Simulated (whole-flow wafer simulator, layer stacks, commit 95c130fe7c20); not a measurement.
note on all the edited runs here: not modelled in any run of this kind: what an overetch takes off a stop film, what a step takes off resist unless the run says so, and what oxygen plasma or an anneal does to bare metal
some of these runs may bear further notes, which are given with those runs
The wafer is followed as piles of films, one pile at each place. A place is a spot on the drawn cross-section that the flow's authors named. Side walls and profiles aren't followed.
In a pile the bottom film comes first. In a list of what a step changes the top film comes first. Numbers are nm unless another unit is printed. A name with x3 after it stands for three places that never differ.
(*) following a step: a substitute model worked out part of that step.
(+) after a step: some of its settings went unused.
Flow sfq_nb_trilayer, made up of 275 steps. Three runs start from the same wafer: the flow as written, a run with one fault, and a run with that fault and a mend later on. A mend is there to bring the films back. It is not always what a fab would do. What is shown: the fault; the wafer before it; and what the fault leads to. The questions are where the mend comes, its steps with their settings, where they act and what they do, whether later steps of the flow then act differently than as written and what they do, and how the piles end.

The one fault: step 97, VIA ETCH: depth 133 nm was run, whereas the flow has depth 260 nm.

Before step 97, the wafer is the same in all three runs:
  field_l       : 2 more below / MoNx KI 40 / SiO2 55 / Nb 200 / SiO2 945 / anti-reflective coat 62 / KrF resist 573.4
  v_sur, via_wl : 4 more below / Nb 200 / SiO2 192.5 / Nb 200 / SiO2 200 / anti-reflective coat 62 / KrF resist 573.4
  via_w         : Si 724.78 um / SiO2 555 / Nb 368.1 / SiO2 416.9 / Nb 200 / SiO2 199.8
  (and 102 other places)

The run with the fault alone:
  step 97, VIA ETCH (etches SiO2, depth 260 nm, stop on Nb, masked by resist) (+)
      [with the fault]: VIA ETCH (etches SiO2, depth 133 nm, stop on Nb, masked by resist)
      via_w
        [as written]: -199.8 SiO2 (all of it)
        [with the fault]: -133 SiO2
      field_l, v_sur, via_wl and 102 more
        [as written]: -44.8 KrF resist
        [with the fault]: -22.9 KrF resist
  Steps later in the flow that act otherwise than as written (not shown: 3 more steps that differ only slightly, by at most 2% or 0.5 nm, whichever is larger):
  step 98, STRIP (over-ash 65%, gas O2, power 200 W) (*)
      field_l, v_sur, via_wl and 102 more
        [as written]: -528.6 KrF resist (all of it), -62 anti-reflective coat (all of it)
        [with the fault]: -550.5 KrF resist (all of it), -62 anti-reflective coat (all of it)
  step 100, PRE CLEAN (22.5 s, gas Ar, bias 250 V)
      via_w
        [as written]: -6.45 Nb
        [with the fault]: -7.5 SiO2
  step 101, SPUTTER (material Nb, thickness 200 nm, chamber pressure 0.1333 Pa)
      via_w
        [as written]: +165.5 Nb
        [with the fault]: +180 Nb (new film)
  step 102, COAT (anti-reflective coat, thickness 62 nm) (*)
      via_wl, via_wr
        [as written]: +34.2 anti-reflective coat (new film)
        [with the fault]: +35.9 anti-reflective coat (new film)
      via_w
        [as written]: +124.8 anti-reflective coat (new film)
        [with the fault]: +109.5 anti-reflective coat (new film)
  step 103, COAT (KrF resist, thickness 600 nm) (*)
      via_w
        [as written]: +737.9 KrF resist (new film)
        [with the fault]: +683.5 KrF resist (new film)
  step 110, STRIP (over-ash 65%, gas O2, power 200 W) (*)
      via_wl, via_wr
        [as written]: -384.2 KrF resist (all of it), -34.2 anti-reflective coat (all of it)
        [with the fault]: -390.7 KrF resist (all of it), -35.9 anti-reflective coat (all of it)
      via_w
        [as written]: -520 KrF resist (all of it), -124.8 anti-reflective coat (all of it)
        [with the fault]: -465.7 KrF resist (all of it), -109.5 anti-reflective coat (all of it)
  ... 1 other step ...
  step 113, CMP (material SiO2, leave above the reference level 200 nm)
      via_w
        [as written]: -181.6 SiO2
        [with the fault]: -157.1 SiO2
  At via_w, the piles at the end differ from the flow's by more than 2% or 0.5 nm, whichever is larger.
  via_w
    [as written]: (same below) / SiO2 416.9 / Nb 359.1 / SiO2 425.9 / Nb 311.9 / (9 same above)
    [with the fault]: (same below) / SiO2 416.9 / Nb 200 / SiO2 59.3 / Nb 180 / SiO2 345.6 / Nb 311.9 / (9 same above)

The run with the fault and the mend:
  After step 97 comes the mend.
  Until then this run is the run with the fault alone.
  step 97a, VIA ETCH (etches SiO2, depth 127 nm, stop on Nb, masked by resist) (+) (the flow's step 97 again, with other settings)
      field_l, v_sur, via_wl and 102 more
        -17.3 KrF resist
      via_w
        -66.8 SiO2 (all of it)
  Every later step of the flow that is run acts as written, at every place that is followed, to within 2% or 0.5 nm, whichever is larger.
  By the end, the piles equal the flow's at every place that both follow.
